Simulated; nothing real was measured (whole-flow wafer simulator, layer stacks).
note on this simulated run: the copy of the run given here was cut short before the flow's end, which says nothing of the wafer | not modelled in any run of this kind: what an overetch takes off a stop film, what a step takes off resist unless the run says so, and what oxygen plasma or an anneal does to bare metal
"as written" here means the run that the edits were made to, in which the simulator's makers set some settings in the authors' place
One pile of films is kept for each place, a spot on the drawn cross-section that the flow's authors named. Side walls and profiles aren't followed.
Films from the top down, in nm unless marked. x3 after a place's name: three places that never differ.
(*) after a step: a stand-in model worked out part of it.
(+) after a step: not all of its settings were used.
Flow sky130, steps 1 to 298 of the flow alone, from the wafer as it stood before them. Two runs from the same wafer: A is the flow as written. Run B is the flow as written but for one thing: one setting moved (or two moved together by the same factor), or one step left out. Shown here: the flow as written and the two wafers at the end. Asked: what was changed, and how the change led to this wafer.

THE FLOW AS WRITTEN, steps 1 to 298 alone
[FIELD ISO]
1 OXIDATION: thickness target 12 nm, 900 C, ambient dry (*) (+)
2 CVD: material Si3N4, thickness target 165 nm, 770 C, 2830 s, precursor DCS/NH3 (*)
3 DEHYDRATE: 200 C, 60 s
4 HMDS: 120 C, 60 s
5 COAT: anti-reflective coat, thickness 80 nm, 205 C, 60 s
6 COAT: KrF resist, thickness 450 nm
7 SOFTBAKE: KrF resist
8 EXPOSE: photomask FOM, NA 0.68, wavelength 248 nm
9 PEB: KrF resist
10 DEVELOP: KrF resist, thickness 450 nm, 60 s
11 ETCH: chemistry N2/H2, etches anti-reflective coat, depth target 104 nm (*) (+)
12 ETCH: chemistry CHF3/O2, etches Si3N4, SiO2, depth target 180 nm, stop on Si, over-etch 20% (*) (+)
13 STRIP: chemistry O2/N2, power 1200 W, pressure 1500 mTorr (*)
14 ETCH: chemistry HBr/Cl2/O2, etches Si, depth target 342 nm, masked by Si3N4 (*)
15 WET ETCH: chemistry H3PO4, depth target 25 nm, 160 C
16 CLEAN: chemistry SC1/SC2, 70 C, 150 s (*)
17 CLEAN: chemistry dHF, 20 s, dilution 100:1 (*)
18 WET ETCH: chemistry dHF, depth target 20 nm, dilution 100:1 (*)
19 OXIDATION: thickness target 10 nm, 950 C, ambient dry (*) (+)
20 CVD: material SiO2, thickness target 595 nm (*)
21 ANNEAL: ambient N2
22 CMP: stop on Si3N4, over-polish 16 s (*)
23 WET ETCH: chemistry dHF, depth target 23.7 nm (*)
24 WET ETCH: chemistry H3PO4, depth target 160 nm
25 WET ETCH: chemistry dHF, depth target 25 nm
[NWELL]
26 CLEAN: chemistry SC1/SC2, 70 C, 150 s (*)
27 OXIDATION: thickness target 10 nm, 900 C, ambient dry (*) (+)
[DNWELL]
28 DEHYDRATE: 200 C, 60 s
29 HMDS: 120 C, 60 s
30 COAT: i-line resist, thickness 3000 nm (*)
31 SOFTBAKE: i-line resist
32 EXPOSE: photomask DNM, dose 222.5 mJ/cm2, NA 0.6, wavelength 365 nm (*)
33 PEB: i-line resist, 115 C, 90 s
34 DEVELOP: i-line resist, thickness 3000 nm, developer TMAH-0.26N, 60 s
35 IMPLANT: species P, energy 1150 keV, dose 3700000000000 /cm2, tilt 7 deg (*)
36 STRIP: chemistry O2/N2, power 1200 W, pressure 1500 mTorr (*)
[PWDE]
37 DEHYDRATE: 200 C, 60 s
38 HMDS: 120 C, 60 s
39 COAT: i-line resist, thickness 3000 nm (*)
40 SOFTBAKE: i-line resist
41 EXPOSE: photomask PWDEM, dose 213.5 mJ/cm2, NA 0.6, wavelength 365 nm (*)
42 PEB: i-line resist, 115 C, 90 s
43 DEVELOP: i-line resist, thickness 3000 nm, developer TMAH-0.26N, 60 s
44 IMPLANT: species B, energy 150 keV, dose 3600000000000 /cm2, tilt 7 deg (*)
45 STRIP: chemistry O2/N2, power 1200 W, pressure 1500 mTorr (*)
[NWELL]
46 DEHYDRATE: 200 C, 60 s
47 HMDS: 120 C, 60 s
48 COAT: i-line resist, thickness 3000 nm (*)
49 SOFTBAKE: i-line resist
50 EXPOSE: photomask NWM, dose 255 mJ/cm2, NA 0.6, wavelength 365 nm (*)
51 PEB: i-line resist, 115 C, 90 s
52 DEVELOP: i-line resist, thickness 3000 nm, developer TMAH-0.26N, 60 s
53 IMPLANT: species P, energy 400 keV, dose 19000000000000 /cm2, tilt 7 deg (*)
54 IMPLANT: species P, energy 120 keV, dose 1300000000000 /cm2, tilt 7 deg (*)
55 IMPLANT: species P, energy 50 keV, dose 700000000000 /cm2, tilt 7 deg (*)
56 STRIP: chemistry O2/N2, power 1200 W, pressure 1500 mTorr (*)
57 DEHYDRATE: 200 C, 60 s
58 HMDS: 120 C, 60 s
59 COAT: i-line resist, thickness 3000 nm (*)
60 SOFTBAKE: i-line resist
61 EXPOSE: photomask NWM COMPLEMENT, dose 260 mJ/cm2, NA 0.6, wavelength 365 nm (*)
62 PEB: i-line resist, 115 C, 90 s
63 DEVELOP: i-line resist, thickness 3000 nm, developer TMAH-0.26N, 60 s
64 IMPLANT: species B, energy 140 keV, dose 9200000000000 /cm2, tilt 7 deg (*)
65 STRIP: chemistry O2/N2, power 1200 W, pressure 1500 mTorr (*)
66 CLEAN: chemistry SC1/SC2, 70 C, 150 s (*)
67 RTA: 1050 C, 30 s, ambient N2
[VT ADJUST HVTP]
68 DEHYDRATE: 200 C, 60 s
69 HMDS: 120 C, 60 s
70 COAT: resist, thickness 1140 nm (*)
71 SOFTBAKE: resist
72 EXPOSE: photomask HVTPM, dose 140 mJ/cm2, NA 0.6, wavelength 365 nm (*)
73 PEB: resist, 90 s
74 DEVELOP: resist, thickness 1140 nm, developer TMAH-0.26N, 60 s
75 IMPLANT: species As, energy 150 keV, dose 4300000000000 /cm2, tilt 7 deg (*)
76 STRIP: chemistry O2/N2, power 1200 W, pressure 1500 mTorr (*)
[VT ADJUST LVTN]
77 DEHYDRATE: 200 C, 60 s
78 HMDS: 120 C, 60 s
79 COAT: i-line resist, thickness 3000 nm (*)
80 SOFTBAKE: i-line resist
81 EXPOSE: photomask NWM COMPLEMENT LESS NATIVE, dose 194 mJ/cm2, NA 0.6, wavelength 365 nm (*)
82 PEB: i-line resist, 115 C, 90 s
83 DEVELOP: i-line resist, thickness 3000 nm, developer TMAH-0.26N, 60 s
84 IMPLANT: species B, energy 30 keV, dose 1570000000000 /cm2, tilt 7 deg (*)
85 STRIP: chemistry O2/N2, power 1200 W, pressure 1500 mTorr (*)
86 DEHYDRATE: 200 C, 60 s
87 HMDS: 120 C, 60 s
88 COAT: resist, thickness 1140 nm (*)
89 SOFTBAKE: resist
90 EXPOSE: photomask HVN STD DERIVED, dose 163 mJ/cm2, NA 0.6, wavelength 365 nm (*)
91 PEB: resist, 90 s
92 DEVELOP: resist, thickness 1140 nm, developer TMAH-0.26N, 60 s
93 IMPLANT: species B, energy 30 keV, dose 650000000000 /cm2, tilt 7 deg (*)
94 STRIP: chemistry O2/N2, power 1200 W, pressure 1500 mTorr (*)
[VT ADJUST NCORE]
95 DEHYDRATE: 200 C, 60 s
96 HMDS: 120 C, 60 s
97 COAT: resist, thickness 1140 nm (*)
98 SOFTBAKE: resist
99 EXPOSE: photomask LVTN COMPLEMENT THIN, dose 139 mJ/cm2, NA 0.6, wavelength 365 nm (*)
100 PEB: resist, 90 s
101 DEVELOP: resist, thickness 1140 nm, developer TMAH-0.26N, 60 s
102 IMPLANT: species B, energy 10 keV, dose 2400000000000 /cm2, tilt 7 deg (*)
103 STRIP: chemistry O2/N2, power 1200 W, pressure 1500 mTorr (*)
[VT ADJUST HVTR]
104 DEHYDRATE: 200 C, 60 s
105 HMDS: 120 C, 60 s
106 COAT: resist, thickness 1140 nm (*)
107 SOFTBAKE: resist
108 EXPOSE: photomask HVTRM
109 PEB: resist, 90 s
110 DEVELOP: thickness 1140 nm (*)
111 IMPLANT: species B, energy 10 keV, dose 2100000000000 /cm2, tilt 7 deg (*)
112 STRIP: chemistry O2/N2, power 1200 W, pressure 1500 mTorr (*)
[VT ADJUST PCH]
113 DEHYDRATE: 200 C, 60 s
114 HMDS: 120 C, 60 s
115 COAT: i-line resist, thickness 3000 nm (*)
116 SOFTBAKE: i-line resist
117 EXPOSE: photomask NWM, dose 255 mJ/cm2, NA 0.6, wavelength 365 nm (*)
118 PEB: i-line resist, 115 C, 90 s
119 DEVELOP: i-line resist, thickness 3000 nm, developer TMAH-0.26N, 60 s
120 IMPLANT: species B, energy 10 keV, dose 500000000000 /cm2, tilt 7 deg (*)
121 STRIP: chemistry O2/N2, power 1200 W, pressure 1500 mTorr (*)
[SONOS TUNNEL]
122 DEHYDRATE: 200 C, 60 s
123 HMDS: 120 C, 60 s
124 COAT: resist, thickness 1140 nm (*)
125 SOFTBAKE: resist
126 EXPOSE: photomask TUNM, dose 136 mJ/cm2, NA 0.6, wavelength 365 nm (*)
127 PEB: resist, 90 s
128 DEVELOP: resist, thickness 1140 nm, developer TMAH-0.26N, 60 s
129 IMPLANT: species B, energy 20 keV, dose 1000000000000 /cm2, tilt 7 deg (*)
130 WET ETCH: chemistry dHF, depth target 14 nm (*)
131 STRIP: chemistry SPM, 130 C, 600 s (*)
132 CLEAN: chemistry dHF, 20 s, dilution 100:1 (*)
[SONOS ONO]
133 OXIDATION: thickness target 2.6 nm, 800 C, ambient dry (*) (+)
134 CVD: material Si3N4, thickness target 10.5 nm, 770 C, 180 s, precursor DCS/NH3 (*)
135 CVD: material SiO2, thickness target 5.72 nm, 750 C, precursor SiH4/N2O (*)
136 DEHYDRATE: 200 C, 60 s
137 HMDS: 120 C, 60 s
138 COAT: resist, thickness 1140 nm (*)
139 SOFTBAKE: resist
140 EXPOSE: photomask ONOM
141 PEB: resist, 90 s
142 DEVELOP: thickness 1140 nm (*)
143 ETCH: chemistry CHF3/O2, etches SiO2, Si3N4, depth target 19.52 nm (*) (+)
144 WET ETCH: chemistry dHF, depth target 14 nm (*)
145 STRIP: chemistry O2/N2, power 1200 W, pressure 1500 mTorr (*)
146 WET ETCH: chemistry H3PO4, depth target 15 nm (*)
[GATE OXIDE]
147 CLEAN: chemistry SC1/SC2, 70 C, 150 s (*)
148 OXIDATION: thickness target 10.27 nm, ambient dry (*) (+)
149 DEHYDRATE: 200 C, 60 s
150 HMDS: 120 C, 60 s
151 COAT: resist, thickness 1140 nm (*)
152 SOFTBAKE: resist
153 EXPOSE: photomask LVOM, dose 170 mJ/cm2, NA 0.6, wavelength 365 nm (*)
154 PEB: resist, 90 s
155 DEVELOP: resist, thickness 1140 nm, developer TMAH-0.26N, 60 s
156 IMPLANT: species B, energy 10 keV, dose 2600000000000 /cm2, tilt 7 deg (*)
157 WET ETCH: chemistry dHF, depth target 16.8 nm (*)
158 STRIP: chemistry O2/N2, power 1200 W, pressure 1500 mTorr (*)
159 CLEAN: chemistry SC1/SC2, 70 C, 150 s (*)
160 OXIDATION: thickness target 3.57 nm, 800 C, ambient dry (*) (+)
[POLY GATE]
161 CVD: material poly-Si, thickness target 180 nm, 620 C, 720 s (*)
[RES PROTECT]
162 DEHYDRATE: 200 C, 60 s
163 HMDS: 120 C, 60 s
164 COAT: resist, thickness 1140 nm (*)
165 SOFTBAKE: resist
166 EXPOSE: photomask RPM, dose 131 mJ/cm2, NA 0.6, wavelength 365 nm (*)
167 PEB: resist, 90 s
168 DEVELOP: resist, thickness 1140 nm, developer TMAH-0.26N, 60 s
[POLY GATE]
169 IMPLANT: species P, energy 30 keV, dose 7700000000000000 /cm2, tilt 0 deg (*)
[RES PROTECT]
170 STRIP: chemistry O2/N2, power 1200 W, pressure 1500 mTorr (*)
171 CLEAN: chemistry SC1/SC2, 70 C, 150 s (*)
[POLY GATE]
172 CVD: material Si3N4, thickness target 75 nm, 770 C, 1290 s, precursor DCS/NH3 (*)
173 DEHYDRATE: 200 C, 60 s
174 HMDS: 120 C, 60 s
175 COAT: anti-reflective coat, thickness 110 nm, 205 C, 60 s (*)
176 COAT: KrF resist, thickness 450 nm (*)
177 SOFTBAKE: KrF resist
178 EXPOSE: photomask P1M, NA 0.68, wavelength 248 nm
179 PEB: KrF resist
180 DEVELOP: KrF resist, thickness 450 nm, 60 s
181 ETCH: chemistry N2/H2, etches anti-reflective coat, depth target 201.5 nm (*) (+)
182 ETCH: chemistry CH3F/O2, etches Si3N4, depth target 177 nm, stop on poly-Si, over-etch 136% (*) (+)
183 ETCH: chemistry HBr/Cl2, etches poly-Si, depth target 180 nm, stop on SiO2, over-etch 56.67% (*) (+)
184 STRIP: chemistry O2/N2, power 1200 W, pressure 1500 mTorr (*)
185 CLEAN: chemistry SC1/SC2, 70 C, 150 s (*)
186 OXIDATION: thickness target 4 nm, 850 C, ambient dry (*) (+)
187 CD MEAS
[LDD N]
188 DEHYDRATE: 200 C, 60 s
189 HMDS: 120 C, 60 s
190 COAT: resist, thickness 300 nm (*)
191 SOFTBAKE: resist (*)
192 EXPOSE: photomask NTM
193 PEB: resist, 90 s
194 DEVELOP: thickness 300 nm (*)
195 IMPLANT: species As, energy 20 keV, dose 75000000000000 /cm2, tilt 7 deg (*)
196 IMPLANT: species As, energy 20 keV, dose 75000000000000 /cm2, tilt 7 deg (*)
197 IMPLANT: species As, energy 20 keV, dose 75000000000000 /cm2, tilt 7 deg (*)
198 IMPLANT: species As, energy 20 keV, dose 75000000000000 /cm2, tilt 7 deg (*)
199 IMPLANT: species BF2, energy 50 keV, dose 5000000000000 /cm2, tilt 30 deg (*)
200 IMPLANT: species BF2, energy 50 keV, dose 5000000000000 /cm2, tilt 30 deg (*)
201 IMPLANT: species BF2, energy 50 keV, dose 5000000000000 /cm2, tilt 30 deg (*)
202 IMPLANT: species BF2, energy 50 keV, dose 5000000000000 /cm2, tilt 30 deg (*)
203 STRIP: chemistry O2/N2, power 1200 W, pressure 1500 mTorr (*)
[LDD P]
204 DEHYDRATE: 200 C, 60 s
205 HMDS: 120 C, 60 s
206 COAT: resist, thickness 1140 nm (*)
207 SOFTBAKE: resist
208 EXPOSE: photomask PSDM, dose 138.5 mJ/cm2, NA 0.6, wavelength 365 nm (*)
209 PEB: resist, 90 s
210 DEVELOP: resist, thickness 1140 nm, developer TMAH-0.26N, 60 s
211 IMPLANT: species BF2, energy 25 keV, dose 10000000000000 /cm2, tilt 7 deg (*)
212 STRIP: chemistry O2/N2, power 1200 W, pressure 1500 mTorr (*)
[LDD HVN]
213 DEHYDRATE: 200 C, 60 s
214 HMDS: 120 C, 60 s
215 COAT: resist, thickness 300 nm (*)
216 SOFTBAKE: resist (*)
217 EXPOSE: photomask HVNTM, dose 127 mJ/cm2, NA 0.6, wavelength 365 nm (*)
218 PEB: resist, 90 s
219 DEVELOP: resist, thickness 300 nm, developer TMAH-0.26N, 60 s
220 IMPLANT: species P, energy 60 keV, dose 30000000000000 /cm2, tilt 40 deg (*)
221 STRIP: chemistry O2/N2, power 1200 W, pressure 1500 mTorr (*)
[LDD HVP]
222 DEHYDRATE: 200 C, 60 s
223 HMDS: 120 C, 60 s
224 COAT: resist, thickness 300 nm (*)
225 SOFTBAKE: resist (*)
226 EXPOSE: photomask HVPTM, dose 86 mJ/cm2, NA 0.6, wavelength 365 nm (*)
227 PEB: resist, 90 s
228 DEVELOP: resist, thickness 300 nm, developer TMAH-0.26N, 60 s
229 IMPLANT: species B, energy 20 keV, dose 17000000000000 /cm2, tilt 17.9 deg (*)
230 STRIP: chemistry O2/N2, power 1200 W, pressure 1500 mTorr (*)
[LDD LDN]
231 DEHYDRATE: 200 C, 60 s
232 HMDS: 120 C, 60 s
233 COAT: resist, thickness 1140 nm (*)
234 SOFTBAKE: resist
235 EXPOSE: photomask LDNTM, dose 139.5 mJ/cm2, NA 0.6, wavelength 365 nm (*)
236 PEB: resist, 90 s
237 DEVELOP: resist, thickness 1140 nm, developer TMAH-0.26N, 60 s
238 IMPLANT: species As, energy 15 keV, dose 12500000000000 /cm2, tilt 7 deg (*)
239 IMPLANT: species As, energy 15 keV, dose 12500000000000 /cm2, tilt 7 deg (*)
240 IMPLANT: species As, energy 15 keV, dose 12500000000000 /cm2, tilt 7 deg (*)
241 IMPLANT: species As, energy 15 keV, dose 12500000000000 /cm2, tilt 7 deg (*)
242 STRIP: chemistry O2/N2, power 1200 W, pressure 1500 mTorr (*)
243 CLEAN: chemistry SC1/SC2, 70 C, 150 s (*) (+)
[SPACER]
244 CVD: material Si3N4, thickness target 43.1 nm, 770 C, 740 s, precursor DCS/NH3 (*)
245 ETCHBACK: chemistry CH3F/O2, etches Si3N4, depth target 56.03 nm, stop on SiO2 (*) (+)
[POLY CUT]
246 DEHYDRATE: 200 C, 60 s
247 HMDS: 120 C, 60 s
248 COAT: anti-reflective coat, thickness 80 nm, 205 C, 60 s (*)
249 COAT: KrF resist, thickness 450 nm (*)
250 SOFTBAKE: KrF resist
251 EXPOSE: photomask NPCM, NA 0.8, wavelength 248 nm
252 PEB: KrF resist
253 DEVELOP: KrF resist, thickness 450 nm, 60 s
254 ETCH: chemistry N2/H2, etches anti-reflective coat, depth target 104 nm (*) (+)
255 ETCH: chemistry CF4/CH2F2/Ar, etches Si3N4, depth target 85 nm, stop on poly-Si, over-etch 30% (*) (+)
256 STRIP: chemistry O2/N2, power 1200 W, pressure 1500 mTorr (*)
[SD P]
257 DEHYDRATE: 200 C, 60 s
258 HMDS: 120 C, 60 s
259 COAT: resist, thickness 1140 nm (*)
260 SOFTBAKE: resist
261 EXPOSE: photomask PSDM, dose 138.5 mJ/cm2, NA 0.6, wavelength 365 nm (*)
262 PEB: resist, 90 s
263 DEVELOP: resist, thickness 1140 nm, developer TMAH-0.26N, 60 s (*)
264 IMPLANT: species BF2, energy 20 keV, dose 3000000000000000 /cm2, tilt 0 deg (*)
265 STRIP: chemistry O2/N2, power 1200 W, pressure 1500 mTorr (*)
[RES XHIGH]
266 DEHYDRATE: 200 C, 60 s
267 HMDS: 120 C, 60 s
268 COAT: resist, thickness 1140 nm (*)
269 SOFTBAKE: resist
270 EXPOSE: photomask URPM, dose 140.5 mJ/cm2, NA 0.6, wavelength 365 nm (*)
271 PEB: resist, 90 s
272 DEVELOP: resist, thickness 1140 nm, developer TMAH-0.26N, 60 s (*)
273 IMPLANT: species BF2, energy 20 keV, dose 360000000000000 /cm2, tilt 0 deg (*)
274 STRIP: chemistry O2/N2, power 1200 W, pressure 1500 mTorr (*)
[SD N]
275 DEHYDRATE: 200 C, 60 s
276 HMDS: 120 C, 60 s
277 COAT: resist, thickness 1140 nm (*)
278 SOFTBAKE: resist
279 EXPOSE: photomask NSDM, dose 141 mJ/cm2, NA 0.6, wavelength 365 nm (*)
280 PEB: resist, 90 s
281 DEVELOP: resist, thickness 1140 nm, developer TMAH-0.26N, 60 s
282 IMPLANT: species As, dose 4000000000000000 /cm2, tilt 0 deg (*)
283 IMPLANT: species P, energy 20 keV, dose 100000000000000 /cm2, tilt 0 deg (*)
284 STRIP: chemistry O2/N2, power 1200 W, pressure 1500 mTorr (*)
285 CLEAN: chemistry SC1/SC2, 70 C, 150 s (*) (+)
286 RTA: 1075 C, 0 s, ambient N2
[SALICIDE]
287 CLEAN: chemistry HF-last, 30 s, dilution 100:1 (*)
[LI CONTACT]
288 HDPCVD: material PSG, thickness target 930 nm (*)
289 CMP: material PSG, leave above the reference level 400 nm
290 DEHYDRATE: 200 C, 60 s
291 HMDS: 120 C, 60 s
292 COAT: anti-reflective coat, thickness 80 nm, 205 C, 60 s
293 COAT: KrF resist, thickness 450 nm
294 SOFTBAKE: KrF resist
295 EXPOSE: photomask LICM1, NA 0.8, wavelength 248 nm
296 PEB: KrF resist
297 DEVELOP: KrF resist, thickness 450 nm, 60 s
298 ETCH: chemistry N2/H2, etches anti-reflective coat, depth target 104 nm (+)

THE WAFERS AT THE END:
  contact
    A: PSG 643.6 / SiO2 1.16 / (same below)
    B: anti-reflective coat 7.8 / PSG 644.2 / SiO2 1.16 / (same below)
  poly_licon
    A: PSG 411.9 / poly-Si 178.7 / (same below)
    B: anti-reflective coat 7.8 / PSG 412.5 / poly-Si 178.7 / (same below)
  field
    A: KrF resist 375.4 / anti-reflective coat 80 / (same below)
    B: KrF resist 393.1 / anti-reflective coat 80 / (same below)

The cause: step 298, ETCH: depth target 72.2 nm was run, where the flow has depth target 104 nm.

How the change led to this, step by step:
  298 ETCH: chemistry N2/H2, etches anti-reflective coat, depth target 104 nm (+)
      contact, poly_licon, ndiff_licon, ndiff_licon_cpp, rpo_hd_licon: A anti-reflective coat -80 (all of it), PSG -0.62 | B anti-reflective coat -72.2
      field, active, n_well and 184 more: A KrF resist -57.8 | B KrF resist -40.1
